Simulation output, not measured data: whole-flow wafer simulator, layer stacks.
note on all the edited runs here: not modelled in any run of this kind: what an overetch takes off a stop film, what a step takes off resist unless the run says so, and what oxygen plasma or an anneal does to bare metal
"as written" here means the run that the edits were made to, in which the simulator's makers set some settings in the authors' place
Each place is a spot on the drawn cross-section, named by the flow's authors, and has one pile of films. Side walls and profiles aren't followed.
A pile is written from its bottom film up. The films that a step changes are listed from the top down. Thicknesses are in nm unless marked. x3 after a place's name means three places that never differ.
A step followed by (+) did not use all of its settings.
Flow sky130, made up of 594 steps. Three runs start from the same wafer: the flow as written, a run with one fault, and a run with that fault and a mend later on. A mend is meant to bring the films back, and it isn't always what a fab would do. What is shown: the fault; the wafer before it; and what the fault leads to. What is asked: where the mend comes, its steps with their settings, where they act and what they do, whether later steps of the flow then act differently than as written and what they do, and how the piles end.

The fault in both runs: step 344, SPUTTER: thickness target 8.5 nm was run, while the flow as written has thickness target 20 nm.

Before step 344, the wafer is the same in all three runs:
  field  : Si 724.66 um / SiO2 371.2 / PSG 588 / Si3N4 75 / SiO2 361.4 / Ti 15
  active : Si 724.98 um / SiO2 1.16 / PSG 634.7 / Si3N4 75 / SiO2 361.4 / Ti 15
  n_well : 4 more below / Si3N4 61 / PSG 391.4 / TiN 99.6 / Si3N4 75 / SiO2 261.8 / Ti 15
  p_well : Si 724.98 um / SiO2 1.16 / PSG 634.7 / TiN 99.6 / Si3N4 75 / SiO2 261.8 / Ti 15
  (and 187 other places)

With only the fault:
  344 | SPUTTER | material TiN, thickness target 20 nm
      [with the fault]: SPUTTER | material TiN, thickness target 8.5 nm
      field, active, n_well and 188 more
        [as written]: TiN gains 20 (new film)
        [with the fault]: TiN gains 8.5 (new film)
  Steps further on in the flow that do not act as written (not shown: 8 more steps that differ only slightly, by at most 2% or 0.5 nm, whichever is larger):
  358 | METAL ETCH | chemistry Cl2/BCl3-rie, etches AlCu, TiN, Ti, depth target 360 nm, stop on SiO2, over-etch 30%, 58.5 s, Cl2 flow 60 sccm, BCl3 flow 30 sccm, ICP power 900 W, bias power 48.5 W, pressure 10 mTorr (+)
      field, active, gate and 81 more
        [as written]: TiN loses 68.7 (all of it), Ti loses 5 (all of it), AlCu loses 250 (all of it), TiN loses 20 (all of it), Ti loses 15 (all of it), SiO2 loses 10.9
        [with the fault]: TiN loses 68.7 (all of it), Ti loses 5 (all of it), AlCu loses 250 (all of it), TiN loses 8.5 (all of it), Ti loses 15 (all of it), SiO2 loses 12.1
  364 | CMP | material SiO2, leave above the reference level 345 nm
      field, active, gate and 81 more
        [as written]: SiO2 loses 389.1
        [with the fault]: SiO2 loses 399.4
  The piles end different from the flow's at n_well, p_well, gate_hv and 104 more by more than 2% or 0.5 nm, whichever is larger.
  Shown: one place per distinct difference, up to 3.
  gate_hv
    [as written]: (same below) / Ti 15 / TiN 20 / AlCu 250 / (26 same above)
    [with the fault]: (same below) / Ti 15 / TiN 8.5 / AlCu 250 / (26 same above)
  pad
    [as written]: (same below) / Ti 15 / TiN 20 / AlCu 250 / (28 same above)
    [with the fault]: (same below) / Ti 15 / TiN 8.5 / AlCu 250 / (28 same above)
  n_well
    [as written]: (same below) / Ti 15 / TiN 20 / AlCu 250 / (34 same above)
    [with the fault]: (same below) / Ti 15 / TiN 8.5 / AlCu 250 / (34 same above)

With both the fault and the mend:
  The mend follows step 344.
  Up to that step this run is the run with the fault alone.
  344a | SPUTTER | material TiN, thickness target 11.5 nm (the flow's step 344 again, with other settings)
      field, active, n_well and 188 more
        TiN gains 11.5
  Later steps of the flow that are run all act as written at every place that is followed.
  At every place that both follow, the piles at the end match the flow's.
